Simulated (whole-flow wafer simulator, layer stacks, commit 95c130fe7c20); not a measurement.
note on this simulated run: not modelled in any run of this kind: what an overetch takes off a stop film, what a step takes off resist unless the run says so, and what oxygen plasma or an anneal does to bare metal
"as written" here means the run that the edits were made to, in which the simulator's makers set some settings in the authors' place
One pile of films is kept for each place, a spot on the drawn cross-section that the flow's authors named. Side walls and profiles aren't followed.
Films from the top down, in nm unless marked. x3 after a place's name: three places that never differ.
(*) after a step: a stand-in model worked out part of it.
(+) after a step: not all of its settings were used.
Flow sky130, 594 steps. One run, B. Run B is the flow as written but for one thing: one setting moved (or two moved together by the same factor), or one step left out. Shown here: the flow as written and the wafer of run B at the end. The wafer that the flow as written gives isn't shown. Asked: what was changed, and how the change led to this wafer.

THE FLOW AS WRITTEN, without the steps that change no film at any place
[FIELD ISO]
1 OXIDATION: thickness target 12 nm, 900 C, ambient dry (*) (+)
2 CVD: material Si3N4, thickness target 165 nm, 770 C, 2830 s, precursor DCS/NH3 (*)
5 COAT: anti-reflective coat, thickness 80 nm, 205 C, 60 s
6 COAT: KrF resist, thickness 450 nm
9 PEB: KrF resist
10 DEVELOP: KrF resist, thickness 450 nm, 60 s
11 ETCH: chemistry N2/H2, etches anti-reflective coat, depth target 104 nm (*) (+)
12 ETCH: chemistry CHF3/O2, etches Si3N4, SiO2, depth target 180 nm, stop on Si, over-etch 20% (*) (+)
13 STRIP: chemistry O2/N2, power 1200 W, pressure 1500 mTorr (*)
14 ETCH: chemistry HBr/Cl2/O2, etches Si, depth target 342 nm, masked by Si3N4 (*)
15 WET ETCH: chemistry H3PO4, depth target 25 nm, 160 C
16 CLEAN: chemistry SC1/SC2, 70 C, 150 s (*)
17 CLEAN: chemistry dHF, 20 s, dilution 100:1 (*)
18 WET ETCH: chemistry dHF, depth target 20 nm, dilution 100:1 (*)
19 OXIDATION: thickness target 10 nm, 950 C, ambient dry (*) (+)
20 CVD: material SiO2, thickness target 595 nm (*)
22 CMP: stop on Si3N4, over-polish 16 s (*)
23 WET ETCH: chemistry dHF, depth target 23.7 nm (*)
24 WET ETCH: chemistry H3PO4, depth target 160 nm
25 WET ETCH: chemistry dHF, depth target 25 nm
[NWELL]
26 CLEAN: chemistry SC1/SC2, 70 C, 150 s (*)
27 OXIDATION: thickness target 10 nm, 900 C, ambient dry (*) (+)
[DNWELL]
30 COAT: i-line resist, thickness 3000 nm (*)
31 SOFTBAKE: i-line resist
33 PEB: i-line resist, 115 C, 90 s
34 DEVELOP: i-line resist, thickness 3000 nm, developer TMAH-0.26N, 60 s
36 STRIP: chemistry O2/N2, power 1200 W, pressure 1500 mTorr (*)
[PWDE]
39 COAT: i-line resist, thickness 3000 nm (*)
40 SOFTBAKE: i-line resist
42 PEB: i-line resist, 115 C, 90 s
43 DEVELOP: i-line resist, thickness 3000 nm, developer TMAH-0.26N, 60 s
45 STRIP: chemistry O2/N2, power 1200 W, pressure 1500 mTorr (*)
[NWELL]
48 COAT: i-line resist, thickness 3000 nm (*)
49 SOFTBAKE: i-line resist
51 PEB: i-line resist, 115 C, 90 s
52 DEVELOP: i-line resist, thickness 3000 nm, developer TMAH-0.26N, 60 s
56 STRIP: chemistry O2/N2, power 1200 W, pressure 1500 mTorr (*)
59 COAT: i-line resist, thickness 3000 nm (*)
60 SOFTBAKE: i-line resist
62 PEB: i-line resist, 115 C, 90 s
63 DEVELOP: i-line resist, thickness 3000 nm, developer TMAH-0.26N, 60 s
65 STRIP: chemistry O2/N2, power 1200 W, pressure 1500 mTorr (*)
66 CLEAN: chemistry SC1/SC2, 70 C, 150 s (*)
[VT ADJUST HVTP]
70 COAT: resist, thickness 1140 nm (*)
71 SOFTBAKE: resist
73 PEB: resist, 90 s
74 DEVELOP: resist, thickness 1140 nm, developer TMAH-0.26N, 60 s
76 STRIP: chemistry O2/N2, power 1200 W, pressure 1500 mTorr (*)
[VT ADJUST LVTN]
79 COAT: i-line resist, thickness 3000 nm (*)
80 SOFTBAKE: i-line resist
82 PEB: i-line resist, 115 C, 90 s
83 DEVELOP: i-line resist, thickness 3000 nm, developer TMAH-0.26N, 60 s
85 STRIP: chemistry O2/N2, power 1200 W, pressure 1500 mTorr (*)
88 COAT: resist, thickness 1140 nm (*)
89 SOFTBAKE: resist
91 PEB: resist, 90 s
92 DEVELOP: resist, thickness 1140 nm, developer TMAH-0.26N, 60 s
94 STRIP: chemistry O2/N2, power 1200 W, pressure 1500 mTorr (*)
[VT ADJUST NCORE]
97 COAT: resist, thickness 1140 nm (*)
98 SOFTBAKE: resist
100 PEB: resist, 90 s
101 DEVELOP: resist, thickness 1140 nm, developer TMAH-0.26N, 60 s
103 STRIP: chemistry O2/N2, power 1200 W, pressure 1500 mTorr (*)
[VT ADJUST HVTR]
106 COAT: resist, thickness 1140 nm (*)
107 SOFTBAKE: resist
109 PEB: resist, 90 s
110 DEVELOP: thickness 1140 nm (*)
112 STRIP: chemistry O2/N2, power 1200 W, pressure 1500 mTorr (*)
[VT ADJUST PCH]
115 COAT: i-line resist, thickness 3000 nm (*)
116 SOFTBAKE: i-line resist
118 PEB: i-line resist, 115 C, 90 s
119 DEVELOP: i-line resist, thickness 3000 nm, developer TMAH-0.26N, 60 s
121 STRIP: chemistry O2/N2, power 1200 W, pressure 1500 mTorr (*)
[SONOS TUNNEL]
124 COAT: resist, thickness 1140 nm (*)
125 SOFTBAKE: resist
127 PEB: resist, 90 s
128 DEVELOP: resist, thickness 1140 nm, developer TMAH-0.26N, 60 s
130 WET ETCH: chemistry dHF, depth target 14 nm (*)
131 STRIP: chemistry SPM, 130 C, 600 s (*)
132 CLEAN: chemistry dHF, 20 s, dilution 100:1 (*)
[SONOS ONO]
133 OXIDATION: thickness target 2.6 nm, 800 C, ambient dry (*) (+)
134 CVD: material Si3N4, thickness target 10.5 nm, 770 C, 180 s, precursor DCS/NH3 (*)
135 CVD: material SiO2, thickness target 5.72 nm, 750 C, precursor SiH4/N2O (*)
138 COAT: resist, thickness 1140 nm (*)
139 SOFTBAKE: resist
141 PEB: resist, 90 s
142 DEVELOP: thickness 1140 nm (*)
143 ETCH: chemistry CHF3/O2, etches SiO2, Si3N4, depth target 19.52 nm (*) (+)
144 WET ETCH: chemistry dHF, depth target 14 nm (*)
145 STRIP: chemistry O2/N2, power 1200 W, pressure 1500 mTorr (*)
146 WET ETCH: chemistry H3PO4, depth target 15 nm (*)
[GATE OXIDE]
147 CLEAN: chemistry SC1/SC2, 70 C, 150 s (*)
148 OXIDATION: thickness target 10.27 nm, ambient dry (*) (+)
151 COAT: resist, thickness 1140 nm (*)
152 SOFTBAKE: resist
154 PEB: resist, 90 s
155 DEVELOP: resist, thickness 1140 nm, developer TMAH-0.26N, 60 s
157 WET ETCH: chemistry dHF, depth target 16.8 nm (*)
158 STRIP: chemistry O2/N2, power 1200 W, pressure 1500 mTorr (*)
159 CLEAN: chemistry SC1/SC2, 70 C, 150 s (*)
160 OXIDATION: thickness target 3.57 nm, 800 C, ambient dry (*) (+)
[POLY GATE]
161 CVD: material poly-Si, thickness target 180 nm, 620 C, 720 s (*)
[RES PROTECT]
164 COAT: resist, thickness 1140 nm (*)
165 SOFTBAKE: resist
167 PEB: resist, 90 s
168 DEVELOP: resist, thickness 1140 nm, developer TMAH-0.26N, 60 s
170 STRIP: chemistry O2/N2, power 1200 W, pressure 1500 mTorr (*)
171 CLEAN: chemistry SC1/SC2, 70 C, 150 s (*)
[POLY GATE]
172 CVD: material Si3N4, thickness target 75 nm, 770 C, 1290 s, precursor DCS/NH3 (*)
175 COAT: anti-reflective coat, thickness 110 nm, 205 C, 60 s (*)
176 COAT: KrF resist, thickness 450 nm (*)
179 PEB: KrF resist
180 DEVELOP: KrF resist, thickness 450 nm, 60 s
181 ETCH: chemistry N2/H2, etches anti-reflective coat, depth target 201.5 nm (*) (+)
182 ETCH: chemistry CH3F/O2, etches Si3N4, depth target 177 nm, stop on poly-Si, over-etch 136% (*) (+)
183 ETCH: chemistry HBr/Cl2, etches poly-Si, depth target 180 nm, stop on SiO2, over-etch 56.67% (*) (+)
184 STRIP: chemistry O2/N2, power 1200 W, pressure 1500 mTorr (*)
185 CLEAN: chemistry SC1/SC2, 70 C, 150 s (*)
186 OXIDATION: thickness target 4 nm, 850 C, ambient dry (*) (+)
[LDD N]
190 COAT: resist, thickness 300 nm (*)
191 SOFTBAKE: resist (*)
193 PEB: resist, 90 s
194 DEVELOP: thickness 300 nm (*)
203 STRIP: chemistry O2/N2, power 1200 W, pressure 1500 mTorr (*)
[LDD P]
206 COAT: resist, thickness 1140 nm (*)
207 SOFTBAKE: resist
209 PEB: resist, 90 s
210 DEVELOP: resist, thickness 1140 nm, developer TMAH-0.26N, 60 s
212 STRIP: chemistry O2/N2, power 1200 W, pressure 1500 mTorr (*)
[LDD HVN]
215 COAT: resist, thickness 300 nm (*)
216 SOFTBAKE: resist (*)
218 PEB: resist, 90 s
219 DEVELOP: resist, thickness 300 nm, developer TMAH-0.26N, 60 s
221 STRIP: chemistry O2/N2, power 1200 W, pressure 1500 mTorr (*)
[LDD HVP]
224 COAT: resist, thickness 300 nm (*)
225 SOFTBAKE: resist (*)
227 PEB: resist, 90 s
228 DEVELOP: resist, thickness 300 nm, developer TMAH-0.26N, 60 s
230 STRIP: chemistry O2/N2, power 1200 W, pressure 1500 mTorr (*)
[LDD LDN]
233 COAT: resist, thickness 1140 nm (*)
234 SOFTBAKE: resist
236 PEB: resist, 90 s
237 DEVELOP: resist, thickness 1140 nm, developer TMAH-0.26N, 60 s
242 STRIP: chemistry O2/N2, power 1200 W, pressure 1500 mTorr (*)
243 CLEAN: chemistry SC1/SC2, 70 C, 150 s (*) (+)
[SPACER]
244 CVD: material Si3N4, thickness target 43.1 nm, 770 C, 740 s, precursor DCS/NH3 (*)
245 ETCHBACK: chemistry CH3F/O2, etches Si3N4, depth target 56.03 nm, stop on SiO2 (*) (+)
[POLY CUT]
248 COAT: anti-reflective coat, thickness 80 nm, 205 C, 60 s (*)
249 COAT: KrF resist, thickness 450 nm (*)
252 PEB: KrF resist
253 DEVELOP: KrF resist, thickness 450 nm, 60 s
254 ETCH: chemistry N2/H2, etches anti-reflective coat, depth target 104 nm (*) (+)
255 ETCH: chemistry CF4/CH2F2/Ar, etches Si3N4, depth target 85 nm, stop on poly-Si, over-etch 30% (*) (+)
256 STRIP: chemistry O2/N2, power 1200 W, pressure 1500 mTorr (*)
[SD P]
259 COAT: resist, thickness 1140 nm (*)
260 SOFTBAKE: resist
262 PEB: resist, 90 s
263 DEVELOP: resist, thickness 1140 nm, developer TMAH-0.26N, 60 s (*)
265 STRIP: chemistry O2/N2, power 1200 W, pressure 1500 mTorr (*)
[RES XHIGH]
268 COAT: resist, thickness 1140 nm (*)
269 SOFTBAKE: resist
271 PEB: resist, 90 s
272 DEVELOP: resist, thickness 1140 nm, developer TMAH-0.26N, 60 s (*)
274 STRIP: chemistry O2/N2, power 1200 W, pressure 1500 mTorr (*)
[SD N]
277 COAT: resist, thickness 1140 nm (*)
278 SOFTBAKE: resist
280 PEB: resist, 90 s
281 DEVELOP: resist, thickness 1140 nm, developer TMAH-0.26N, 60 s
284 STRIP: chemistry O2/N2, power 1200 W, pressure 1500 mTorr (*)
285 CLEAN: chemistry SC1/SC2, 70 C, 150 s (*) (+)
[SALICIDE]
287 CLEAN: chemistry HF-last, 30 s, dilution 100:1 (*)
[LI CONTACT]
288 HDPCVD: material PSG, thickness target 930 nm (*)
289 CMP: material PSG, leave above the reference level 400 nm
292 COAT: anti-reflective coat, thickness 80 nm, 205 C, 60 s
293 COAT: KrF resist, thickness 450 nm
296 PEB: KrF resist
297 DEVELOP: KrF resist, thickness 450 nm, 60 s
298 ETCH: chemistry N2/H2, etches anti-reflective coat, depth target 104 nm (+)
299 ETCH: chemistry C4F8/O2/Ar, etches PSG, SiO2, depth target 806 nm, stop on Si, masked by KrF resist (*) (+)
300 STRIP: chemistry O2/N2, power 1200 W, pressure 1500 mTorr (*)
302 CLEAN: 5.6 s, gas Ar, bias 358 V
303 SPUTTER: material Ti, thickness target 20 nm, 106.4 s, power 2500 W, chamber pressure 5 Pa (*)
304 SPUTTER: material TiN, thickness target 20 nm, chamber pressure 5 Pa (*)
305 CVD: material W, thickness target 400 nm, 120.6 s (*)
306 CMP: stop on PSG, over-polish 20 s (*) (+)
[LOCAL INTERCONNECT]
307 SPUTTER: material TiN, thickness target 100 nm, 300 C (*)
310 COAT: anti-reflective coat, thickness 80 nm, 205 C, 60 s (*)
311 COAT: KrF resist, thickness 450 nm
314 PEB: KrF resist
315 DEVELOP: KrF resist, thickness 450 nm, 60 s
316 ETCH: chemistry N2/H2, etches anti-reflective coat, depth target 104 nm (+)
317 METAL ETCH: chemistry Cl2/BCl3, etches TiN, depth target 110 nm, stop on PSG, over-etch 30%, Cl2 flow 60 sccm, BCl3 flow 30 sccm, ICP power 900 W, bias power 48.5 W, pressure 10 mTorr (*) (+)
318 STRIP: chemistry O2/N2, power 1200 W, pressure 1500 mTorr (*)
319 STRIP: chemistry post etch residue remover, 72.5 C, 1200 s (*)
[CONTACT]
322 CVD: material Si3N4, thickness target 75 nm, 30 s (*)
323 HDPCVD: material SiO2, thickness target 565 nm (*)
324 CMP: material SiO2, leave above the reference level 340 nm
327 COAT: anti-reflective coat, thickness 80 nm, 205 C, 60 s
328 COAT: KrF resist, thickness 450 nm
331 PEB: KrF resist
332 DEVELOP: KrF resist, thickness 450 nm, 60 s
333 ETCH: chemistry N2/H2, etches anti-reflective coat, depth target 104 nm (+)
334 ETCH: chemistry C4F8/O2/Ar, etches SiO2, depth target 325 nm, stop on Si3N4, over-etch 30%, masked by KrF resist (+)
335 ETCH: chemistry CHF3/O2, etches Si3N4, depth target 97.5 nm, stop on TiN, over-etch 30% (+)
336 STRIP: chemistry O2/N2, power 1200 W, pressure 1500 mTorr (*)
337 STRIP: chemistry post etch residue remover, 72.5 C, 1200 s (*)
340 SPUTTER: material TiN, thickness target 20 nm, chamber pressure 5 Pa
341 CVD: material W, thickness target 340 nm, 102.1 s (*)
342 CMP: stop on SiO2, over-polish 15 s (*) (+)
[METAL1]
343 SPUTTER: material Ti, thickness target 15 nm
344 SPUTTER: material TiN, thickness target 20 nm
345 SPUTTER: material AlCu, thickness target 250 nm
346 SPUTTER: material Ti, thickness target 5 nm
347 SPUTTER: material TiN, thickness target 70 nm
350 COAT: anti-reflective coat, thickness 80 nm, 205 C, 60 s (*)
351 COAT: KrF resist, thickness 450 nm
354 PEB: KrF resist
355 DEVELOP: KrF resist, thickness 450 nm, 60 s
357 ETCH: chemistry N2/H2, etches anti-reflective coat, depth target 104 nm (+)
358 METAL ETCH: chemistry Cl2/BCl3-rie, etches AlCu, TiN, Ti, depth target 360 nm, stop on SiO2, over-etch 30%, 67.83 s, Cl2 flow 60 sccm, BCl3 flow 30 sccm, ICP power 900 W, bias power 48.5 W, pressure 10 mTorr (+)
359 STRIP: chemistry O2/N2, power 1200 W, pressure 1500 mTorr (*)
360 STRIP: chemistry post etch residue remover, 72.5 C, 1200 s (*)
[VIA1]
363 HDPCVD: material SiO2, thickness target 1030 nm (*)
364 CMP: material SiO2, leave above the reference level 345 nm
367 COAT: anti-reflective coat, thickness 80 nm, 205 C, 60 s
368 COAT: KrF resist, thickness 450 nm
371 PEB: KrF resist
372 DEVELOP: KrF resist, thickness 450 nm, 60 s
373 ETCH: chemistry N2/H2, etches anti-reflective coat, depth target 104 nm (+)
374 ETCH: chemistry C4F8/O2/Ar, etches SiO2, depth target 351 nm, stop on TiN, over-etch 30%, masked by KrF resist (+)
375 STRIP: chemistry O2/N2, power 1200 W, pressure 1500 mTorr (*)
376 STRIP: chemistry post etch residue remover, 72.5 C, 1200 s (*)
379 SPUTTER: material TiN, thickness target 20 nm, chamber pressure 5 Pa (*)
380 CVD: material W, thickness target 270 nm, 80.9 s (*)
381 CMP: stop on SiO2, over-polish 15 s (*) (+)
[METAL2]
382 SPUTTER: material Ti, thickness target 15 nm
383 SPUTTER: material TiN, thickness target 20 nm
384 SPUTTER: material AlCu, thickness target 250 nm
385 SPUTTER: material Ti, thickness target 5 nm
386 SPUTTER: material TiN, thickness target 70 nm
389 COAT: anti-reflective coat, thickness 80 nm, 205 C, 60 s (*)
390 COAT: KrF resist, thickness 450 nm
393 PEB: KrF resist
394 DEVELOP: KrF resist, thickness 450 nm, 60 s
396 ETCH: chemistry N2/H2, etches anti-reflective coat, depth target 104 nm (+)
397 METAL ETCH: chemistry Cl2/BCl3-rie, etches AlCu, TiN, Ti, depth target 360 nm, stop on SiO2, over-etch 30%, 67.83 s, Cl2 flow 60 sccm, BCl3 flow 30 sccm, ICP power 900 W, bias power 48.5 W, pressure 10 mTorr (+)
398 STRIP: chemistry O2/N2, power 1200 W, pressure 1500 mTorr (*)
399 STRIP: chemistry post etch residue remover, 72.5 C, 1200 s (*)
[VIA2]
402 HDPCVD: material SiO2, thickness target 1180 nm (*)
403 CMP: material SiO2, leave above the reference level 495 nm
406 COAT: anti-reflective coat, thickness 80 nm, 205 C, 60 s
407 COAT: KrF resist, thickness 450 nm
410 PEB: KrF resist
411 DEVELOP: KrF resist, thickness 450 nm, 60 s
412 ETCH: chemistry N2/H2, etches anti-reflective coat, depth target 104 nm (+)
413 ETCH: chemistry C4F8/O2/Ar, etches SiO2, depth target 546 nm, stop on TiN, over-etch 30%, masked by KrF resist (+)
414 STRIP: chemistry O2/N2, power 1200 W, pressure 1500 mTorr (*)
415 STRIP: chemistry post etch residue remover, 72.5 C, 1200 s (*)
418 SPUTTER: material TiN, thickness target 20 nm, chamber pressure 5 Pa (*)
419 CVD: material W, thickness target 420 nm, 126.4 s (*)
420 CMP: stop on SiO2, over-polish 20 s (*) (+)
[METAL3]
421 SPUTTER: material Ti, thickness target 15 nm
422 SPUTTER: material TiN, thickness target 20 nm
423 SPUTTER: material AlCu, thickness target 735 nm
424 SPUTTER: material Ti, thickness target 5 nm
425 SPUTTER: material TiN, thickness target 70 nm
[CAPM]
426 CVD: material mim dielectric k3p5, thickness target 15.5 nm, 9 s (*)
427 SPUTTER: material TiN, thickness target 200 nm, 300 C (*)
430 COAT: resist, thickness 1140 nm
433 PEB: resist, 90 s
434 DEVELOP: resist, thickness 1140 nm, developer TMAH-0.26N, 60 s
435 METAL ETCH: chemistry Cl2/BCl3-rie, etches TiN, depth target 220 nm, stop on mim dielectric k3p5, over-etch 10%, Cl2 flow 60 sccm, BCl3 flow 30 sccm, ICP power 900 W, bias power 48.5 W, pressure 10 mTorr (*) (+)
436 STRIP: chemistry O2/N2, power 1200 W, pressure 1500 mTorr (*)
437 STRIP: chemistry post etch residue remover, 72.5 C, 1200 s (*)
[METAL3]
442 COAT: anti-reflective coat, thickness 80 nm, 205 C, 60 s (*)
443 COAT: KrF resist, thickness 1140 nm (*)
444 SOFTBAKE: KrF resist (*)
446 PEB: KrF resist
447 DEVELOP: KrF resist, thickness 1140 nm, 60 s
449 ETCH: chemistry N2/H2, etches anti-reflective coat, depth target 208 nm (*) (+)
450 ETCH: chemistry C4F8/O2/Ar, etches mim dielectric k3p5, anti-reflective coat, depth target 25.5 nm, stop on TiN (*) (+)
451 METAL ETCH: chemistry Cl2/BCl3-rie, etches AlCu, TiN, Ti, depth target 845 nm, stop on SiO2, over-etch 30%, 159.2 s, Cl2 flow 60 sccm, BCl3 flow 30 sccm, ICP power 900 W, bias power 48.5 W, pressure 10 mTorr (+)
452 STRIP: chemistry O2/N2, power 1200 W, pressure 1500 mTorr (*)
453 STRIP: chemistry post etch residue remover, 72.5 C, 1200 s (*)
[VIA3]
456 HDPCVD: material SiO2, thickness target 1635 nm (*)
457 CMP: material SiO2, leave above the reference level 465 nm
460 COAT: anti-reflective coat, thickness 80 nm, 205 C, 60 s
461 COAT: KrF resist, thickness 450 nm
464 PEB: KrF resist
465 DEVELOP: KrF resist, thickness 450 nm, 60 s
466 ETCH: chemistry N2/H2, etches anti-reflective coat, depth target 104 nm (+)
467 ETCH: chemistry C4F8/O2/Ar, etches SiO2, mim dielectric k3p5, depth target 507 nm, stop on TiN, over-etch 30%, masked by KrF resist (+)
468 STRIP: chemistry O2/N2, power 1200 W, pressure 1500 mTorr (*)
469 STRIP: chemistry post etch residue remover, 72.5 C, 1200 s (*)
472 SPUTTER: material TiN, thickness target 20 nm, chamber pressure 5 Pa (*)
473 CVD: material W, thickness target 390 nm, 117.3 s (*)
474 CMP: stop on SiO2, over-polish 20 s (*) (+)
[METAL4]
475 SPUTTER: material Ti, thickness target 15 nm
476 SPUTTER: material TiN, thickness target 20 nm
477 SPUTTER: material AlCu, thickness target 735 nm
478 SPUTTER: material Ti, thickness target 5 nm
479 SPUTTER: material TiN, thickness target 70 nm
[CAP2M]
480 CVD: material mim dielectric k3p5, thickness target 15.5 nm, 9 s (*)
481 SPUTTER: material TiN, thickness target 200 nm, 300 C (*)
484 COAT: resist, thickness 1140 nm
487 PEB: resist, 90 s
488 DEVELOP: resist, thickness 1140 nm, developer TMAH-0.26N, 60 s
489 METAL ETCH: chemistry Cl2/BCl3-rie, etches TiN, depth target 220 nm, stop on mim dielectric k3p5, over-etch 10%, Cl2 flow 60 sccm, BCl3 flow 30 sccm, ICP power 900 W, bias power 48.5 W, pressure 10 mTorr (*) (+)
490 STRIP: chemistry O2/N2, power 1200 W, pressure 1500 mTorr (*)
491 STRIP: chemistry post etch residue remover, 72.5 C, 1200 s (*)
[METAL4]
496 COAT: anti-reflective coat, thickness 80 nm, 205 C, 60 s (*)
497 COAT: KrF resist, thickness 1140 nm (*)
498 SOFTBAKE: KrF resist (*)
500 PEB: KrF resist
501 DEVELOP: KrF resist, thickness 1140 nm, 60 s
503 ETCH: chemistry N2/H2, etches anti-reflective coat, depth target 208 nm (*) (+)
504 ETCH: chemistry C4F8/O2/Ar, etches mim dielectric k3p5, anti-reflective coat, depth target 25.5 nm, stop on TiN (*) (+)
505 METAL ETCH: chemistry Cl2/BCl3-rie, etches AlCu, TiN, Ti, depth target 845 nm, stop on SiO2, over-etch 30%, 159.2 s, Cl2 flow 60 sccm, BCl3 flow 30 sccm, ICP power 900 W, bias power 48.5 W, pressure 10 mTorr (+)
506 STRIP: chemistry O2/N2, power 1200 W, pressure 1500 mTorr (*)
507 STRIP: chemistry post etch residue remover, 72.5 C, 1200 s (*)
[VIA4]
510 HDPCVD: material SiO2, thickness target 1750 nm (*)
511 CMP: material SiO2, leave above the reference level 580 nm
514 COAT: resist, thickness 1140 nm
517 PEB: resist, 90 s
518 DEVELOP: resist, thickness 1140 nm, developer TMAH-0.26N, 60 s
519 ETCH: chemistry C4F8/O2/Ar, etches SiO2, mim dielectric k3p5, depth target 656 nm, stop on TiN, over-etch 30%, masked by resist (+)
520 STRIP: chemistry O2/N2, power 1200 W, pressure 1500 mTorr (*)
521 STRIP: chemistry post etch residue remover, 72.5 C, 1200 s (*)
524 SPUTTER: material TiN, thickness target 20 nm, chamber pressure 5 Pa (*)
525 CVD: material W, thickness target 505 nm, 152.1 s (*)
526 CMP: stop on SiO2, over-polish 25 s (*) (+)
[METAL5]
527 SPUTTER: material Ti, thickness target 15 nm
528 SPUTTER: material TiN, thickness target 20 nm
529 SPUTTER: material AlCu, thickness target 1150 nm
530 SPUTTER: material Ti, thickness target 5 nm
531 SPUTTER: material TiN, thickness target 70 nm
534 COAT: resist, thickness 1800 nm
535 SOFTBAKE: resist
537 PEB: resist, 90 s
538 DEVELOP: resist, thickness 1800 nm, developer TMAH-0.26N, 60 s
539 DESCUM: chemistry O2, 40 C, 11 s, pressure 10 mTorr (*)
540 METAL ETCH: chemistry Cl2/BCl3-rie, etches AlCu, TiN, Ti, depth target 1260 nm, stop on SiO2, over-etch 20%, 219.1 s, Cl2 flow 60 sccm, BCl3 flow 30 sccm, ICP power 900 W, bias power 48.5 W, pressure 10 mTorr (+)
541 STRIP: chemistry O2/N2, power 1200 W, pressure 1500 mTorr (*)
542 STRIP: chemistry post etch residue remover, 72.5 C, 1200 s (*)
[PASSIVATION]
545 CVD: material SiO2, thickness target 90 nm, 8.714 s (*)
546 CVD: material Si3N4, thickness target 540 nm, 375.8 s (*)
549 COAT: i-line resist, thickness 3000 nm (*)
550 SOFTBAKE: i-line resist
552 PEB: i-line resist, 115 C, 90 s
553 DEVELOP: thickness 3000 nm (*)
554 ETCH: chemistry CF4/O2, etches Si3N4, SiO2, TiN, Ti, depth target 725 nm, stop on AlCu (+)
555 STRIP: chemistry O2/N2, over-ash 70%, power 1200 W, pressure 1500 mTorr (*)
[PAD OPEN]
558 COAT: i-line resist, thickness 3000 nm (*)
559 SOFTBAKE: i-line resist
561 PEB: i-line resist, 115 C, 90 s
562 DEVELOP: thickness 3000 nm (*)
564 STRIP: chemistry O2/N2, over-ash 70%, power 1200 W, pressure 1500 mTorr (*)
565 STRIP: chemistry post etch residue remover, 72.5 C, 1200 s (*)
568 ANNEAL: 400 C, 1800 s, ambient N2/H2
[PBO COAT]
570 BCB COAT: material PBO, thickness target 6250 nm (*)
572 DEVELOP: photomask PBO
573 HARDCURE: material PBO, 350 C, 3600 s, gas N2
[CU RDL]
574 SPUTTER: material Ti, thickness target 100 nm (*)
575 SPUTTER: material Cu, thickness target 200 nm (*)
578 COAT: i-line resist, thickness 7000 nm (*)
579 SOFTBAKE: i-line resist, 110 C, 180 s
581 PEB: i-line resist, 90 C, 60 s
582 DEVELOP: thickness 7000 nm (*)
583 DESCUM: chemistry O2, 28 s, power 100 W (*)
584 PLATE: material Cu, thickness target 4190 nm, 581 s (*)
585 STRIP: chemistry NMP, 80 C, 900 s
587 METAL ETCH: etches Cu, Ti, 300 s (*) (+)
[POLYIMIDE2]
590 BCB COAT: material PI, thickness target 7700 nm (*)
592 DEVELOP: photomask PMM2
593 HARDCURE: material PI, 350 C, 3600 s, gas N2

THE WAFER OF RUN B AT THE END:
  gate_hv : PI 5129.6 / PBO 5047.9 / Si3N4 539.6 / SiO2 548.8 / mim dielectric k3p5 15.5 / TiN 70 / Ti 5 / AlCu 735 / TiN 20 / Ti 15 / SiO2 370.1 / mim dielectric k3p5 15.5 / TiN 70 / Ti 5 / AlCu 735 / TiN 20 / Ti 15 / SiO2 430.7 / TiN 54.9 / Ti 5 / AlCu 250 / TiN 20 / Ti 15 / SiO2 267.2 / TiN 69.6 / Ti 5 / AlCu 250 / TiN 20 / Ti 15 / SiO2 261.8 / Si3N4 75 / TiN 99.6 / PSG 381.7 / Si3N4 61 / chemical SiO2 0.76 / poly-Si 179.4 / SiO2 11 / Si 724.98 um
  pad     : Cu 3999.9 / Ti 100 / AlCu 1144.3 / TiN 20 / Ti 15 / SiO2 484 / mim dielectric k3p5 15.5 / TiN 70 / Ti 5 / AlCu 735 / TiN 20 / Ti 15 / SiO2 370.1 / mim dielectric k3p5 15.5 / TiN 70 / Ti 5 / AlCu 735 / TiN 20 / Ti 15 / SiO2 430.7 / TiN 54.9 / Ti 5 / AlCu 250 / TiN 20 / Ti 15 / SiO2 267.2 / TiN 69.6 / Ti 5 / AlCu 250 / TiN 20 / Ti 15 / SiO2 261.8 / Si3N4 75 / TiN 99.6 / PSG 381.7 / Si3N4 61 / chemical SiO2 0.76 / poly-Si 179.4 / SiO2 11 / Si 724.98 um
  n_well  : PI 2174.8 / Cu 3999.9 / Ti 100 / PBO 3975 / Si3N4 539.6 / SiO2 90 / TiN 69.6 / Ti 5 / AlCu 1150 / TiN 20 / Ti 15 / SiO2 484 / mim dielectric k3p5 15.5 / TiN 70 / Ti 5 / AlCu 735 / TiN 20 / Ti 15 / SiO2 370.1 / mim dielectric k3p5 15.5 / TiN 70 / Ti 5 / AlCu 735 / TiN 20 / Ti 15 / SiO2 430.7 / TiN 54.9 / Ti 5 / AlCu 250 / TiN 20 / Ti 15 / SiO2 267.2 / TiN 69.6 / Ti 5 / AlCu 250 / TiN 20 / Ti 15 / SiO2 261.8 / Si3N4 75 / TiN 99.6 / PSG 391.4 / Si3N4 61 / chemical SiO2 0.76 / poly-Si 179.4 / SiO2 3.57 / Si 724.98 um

The cause: step 386, SPUTTER: thickness target 55.3 nm was run, where the flow has thickness target 70 nm.

How the change led to this, step by step:
  386 SPUTTER: material TiN, thickness target 70 nm
      field, active, n_well and 188 more: TiN +55.3 (new film) (as written it would be: TiN +70 (new film))
  397 METAL ETCH: chemistry Cl2/BCl3-rie, etches AlCu, TiN, Ti, depth target 360 nm, stop on SiO2, over-etch 30%, 67.83 s, Cl2 flow 60 sccm, BCl3 flow 30 sccm, ICP power 900 W, bias power 48.5 W, pressure 10 mTorr (+)
      field, active, gate and 82 more: TiN -54 (all of it), Ti -5 (all of it), AlCu -250 (all of it), TiN -20 (all of it), Ti -15 (all of it), SiO2 -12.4 (as written it would be: TiN -68.7 (all of it), Ti -5 (all of it), AlCu -250 (all of it), TiN -20 (all of it), Ti -15 (all of it), SiO2 -10.9)
  413 ETCH: chemistry C4F8/O2/Ar, etches SiO2, depth target 546 nm, stop on TiN, over-etch 30%, masked by KrF resist (+)
      m1: SiO2 -435 (all of it) (as written it would be: SiO2 -420.3 (all of it))
      via2_hole: SiO2 -434.5 (all of it) (as written it would be: SiO2 -419.8 (all of it))
